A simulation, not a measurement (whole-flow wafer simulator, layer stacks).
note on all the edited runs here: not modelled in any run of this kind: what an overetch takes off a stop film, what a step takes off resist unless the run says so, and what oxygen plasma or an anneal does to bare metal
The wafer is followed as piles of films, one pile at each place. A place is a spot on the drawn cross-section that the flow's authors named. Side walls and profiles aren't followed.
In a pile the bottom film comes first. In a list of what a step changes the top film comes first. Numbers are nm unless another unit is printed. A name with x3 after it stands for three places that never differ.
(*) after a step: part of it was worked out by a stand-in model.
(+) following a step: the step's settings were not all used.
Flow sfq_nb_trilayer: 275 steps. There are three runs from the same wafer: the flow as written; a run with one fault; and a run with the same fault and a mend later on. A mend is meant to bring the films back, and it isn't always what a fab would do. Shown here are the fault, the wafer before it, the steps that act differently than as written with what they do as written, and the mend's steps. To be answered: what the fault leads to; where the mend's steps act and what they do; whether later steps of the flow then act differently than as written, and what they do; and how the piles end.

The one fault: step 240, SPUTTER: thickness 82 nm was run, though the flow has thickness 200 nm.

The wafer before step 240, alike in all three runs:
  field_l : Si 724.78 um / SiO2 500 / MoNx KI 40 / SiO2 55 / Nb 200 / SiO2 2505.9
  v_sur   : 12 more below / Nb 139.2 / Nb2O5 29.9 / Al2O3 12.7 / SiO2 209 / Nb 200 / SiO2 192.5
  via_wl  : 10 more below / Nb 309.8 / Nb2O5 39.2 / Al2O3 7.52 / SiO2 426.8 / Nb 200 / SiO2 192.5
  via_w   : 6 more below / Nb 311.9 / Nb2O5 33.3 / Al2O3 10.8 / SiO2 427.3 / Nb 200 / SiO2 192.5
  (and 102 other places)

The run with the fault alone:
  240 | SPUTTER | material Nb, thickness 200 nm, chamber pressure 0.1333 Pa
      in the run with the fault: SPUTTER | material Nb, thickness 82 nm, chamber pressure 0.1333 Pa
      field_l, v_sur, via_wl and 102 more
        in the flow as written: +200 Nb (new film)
        in the run with the fault: +82 Nb (new film)
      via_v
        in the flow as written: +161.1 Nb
        in the run with the fault: +65.9 Nb
  Later steps of the flow acting differently than as written (not shown: 3 more steps that differ only slightly, by at most 2% or 0.5 nm, whichever is larger):
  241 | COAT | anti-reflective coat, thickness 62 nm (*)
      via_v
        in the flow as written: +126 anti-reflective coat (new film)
        in the run with the fault: +119.6 anti-reflective coat (new film)
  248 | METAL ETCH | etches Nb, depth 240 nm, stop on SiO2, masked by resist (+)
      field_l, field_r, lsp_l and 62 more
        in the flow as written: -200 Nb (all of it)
        in the run with the fault: -82 Nb (all of it)
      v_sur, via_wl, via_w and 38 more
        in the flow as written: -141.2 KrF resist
        in the run with the fault: -72.4 KrF resist
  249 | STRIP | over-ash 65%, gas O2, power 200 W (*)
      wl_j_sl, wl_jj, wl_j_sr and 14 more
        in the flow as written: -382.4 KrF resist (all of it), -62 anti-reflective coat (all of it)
        in the run with the fault: -451.2 KrF resist (all of it), -62 anti-reflective coat (all of it)
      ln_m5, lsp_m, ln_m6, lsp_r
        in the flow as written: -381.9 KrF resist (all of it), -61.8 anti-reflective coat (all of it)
        in the run with the fault: -450.8 KrF resist (all of it), -61.8 anti-reflective coat (all of it)
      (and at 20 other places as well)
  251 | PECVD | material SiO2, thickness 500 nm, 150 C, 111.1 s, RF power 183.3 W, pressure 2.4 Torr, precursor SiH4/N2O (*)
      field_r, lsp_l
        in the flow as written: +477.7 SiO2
        in the run with the fault: +490.8 SiO2
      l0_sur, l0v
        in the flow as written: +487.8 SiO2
        in the run with the fault: +500 SiO2
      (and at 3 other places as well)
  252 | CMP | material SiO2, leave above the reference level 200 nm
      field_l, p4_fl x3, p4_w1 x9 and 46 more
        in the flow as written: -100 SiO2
        in the run with the fault: -218 SiO2
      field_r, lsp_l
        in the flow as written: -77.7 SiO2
        in the run with the fault: -208.8 SiO2
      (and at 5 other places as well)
  At field_l, v_sur, via_wl and 103 more, the piles at the end differ from the flow's by more than 2% or 0.5 nm, whichever is larger.
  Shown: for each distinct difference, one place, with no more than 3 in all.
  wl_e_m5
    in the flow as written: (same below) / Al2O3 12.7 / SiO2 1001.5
    in the run with the fault: (same below) / Al2O3 12.7 / SiO2 883.5
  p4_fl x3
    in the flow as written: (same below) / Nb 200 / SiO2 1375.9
    in the run with the fault: (same below) / Nb 200 / SiO2 1257.9
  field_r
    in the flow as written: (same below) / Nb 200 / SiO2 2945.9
    in the run with the fault: (same below) / Nb 200 / SiO2 2827.9

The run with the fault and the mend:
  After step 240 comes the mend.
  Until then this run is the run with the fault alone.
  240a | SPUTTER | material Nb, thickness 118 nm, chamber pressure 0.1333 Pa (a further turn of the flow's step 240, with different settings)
      field_l, v_sur, via_wl and 102 more
        +118 Nb
      via_v
        +93.8 Nb
  None of the later steps of the flow differs from how it acts as written, at any place that is followed, by more than 2% or 0.5 nm, whichever is larger.
  The piles end only slightly different from the flow's at the places that both follow, by no more than 2% or 0.5 nm, whichever is larger.
